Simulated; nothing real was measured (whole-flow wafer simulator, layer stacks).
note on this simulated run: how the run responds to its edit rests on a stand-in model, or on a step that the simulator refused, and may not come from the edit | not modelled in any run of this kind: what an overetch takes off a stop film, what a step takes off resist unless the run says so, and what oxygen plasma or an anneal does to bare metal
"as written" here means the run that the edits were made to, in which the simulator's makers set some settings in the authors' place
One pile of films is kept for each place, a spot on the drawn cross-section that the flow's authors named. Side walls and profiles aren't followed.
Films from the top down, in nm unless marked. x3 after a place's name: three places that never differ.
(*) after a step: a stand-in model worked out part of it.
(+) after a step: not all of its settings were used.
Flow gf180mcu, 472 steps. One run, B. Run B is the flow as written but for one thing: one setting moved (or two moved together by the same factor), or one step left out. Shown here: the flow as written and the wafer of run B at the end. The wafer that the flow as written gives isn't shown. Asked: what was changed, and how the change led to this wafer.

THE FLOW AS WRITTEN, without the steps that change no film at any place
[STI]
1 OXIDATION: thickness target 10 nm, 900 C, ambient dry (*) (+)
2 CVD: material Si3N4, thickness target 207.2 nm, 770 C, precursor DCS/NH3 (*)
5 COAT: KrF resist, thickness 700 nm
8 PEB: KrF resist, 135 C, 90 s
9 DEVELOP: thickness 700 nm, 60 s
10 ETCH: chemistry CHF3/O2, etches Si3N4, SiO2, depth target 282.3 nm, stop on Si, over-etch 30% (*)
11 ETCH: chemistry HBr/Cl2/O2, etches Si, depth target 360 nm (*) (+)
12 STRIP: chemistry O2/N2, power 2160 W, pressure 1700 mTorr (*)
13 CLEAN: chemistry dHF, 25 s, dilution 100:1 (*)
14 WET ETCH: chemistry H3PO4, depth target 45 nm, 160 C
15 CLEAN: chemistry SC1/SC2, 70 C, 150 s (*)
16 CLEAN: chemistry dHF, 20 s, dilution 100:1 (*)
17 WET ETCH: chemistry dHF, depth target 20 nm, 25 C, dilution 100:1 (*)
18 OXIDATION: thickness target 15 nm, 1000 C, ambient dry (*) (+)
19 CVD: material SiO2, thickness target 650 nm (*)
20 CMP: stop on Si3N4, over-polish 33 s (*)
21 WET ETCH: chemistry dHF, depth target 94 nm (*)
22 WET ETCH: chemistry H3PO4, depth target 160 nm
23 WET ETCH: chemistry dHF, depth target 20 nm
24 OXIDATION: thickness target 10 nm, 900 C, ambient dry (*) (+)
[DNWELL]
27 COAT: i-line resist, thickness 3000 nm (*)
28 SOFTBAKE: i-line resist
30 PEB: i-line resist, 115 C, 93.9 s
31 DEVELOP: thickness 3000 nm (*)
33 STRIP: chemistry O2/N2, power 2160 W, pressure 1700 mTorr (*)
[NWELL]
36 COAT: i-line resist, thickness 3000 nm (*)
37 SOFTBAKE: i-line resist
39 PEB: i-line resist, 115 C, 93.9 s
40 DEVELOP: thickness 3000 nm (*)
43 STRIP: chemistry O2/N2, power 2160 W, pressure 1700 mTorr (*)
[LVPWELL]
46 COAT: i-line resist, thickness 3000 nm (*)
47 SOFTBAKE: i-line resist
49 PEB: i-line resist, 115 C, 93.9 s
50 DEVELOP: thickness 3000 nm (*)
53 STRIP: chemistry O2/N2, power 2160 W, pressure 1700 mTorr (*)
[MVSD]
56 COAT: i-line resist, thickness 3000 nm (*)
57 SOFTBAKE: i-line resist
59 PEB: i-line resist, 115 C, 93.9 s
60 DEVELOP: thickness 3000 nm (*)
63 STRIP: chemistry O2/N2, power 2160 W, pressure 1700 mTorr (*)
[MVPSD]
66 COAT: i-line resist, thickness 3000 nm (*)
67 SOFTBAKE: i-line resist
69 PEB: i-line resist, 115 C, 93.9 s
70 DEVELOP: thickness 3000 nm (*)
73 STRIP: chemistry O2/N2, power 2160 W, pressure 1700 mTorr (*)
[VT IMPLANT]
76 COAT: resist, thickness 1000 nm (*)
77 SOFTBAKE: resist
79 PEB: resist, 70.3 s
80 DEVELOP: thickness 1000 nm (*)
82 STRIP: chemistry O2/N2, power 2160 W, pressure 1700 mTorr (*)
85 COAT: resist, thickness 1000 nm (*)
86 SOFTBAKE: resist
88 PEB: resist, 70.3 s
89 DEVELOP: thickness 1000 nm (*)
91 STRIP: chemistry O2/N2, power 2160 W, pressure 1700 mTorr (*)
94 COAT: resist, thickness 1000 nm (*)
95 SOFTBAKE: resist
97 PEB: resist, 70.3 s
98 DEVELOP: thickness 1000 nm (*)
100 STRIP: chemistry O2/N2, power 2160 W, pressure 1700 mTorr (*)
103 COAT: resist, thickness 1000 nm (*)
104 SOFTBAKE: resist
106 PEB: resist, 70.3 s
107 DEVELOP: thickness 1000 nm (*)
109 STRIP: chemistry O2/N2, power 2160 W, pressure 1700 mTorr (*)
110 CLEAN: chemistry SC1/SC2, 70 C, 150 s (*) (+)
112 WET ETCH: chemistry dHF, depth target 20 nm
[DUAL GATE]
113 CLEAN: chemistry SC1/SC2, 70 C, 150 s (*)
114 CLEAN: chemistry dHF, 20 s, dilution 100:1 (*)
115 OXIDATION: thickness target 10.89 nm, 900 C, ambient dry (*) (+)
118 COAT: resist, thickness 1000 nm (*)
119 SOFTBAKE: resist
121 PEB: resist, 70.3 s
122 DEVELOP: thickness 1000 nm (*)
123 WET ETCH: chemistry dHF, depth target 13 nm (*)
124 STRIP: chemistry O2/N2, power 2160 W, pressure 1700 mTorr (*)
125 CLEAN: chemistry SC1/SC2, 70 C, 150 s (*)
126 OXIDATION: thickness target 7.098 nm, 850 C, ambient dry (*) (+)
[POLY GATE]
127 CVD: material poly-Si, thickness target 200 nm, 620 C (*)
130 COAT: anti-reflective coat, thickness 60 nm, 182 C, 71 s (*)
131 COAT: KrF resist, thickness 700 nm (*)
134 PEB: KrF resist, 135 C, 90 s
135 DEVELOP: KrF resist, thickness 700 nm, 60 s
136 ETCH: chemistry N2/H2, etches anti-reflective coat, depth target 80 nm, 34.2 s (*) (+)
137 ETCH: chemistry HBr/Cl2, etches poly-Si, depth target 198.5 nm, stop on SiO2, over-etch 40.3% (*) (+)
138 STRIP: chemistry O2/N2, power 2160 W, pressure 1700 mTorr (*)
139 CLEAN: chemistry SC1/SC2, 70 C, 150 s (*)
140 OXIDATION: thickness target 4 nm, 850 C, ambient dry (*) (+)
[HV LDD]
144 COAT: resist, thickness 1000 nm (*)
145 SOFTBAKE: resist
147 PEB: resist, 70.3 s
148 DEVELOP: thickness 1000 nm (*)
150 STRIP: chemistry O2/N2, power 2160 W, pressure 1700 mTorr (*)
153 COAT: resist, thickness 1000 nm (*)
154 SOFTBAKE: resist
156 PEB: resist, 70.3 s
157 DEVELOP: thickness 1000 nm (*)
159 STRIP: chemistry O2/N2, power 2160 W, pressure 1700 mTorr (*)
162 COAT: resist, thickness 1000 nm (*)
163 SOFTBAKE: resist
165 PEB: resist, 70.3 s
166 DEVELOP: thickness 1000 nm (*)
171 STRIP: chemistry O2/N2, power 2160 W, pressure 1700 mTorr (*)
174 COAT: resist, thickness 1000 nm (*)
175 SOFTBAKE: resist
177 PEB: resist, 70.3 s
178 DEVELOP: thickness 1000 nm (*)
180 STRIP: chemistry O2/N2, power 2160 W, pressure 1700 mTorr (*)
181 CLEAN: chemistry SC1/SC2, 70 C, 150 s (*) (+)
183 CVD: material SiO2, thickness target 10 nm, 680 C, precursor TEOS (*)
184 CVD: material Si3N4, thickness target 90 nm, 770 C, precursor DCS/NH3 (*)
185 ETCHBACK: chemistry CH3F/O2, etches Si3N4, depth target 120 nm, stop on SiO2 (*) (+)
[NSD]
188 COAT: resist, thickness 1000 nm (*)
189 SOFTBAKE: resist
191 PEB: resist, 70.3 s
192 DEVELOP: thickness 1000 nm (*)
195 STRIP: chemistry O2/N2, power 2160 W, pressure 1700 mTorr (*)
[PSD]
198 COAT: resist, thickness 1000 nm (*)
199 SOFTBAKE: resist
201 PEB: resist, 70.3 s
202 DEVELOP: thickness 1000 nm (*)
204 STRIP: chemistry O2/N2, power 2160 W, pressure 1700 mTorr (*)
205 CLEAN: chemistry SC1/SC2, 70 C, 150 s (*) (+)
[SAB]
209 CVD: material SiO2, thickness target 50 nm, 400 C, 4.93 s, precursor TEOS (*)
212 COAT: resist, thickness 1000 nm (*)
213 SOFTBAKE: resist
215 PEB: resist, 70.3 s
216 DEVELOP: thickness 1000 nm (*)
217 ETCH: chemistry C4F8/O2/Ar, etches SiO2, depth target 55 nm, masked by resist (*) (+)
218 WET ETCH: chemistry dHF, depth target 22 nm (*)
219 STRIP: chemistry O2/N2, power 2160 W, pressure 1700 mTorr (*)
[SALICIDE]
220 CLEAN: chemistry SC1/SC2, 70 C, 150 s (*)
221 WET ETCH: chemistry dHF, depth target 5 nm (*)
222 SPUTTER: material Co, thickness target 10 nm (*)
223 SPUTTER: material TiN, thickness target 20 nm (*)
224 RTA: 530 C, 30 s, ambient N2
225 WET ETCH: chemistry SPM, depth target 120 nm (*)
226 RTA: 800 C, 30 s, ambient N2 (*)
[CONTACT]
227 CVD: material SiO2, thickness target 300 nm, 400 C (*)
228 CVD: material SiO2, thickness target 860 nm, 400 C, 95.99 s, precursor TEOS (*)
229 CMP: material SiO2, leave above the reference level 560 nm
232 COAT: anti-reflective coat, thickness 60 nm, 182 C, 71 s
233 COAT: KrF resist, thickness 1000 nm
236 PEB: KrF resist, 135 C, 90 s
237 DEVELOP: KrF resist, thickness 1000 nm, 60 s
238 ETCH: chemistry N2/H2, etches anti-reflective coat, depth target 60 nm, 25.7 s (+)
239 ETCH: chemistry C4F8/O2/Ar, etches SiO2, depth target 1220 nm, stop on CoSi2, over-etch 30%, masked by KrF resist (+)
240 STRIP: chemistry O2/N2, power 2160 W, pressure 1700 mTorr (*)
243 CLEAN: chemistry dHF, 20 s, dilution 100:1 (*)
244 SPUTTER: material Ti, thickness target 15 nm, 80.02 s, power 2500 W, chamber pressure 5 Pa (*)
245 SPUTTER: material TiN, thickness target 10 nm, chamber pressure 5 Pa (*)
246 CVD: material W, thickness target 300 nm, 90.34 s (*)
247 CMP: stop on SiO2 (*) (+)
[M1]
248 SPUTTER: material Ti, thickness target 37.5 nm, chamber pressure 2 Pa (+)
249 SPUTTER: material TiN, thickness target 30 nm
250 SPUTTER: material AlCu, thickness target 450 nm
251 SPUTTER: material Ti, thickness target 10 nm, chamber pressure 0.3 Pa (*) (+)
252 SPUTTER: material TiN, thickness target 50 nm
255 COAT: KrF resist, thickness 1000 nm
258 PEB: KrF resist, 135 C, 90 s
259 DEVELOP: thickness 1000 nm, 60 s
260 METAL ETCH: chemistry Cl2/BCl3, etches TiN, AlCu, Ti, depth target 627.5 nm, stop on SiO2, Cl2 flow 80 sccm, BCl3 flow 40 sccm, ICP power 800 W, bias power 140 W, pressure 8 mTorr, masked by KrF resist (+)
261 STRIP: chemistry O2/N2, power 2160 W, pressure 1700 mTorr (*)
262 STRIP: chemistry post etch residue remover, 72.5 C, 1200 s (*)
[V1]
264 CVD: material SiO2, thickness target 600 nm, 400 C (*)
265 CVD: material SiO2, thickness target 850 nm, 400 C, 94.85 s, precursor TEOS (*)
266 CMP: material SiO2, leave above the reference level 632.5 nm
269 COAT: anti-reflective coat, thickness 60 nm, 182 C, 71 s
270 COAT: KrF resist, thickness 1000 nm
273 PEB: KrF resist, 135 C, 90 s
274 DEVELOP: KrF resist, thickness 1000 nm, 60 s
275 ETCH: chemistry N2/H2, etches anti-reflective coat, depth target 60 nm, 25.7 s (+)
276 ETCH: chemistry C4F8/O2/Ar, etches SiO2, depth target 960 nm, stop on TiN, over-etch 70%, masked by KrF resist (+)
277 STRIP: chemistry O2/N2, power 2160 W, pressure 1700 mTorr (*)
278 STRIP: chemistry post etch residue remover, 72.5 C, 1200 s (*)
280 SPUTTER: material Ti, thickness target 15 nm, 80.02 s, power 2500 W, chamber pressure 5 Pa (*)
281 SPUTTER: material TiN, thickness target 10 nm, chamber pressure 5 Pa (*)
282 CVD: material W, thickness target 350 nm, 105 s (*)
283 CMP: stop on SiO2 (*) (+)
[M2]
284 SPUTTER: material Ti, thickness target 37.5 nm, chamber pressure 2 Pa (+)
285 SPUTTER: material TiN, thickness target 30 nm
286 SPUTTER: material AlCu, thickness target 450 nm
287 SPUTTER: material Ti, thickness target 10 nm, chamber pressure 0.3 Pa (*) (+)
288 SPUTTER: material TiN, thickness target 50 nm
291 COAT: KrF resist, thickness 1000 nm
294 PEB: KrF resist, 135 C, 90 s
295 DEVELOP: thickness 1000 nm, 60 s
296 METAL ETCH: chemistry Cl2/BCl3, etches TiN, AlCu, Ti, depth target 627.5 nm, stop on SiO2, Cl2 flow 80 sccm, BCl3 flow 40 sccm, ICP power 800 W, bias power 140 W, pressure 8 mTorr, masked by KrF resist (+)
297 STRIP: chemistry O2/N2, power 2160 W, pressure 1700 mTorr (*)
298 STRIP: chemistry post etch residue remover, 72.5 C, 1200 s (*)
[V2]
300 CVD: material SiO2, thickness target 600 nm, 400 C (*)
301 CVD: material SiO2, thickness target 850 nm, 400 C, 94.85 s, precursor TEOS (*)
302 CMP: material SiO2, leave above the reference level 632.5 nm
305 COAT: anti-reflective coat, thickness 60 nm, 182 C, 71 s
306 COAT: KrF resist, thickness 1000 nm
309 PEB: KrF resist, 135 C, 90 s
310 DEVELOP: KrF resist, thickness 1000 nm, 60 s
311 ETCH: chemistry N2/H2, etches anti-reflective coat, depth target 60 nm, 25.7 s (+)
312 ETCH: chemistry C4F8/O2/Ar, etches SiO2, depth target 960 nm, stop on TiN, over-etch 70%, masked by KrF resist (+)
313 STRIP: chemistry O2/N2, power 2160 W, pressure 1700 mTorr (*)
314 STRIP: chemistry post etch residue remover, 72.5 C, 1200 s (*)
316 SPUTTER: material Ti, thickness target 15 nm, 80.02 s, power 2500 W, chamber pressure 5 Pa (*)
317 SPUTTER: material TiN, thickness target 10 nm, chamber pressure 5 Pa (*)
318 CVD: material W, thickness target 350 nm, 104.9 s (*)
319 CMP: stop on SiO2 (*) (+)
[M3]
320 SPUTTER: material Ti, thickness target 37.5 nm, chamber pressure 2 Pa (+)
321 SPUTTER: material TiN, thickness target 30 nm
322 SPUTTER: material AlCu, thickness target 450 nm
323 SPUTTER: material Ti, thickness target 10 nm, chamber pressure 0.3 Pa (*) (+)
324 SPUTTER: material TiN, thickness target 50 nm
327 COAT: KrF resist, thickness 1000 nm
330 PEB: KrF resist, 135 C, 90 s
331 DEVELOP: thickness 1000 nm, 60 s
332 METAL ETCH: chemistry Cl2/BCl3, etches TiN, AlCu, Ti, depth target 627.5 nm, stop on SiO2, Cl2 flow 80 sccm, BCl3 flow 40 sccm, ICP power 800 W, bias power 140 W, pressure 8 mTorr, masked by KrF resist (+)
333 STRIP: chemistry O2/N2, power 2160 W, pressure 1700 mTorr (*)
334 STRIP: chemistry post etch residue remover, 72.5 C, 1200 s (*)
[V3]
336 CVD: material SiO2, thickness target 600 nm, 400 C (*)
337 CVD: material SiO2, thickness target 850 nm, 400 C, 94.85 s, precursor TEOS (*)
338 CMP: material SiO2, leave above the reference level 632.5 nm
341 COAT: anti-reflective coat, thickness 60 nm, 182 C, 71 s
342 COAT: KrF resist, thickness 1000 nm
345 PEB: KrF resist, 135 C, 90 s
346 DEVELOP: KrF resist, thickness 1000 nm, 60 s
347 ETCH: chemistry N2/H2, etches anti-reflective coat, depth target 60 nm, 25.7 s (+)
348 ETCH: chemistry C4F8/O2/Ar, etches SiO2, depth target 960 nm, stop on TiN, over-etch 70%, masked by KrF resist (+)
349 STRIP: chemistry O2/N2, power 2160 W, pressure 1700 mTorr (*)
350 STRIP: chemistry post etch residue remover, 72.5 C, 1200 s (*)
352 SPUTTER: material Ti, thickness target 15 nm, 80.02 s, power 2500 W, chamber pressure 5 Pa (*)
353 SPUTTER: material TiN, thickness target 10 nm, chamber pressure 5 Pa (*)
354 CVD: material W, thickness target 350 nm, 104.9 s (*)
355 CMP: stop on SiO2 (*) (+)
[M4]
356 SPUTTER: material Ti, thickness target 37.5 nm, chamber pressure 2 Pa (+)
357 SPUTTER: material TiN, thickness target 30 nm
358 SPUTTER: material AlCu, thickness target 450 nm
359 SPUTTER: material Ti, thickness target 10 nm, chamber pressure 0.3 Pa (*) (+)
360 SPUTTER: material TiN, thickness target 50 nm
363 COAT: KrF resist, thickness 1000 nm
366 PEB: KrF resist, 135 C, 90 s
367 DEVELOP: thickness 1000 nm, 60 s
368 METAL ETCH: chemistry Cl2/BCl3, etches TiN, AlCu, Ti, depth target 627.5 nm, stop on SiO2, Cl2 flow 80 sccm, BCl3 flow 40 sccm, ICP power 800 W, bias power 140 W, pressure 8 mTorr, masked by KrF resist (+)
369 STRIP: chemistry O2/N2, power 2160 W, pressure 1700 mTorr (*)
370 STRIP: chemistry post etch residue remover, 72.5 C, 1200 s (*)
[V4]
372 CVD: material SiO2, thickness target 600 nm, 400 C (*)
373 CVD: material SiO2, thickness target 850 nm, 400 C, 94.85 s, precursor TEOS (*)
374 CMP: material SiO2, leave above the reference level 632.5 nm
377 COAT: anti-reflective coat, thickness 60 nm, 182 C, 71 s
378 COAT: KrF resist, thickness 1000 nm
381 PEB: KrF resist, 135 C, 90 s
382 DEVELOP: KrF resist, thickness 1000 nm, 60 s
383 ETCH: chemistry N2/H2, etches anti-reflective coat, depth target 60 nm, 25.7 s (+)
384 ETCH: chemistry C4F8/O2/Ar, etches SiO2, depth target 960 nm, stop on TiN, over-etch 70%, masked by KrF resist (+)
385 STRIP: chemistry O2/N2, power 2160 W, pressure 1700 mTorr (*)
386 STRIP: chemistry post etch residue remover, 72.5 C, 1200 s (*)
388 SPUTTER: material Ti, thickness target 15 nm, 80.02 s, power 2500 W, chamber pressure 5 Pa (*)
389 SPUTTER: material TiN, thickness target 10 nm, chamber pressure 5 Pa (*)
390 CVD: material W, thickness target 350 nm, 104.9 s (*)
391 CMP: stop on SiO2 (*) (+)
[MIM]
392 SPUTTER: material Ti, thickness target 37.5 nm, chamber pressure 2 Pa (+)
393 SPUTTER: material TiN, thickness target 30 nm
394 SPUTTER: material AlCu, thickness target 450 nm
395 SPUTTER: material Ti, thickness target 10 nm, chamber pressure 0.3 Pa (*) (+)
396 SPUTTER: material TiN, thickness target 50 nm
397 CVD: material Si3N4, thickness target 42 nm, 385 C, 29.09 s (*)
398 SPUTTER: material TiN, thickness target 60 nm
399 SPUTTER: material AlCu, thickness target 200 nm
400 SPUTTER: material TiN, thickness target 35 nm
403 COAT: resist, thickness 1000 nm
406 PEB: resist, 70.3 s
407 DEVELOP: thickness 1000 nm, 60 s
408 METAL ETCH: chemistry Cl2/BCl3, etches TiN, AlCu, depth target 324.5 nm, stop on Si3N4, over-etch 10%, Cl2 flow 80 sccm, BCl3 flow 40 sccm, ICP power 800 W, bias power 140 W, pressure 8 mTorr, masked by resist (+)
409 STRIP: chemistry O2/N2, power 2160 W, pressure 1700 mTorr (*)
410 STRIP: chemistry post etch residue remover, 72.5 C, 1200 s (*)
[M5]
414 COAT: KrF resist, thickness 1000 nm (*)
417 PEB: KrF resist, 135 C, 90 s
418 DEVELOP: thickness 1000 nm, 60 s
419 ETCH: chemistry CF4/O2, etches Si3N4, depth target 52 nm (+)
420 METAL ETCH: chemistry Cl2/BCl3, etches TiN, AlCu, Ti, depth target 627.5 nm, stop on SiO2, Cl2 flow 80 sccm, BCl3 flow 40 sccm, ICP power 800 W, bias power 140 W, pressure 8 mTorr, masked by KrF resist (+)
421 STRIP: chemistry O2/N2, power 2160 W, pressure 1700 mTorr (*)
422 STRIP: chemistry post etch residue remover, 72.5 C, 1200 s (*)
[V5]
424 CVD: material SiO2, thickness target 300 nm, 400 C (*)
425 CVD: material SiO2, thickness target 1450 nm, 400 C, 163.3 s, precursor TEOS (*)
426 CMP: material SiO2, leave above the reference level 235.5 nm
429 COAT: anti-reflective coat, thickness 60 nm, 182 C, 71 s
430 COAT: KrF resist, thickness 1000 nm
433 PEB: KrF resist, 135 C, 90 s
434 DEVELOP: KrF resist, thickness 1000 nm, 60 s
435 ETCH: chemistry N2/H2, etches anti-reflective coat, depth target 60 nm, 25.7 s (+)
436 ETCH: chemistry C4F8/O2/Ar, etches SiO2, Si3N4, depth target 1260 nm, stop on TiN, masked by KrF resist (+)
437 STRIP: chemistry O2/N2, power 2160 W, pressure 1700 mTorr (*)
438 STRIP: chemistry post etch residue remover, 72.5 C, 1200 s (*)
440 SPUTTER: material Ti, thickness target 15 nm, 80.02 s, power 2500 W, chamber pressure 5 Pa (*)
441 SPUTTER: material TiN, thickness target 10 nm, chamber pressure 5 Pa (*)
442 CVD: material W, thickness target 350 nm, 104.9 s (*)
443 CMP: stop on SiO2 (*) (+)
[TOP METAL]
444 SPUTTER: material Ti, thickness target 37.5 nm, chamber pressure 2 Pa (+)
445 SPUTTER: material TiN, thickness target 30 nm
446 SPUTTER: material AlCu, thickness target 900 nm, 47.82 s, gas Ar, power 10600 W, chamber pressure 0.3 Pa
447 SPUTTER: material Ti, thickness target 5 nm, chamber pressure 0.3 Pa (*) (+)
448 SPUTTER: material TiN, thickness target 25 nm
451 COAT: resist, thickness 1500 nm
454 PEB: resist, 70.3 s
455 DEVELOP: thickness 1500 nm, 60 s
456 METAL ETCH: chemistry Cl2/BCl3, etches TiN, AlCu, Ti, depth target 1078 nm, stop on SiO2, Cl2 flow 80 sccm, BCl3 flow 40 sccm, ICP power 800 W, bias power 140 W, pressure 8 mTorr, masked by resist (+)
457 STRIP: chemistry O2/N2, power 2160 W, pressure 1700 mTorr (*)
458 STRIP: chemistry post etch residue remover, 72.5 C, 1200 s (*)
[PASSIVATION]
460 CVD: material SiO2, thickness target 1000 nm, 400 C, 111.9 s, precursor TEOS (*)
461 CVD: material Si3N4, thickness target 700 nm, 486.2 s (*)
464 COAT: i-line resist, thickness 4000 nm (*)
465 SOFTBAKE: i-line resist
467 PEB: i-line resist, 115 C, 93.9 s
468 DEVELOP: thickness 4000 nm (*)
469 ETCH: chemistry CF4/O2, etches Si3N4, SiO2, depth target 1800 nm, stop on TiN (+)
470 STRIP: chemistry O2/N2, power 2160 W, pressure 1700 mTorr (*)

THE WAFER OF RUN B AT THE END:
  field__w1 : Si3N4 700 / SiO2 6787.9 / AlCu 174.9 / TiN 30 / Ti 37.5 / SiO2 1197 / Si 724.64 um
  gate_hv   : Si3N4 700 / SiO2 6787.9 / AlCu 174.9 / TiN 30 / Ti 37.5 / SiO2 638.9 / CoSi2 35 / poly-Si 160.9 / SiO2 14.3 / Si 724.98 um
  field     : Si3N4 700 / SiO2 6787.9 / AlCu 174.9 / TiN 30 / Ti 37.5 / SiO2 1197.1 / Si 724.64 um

The cause: step 260, METAL ETCH: depth target 329.4 nm was run, where the flow has depth target 627.5 nm.

How the change led to this, step by step:
  260 METAL ETCH: chemistry Cl2/BCl3, etches TiN, AlCu, Ti, depth target 627.5 nm, stop on SiO2, Cl2 flow 80 sccm, BCl3 flow 40 sccm, ICP power 800 W, bias power 140 W, pressure 8 mTorr, masked by KrF resist (+)
      field, field__w1, field__w2 and 99 more: TiN -50 (all of it), Ti -10 (all of it), AlCu -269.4 (as written it would be: TiN -50 (all of it), Ti -10 (all of it), AlCu -450 (all of it), TiN -30 (all of it), Ti -37.5 (all of it))
      field__w8, contact, m1 and 6 more: KrF resist -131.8 (as written it would be: KrF resist -251)
  261 STRIP: chemistry O2/N2, power 2160 W, pressure 1700 mTorr (*)
      field__w8, contact, m1 and 6 more: KrF resist -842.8 (all of it) (as written it would be: KrF resist -723.5 (all of it))
  262 STRIP: chemistry post etch residue remover, 72.5 C, 1200 s (*)
      field, field__w1, field__w2 and 99 more: AlCu -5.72 (as written it would be: nothing)
  264 CVD: material SiO2, thickness target 600 nm, 400 C (*)
      field, field__w1, field__w2 and 99 more: SiO2 +600 (new film) (as written it would be: SiO2 +600)
  266 CMP: material SiO2, leave above the reference level 632.5 nm
      field, field__w1, field__w2 and 99 more: SiO2 -542.4 (as written it would be: SiO2 -300)
Counting metal films that touch as one body, field__w1 has 1 body; the flow as written gives 0 bodies.
Counting metal films that touch as one body, gate_hv has 2 bodies (between them, from the top down: SiO2 638.9); the flow as written gives 1 body.
Counting metal films that touch as one body, field has 1 body; the flow as written gives 0 bodies.
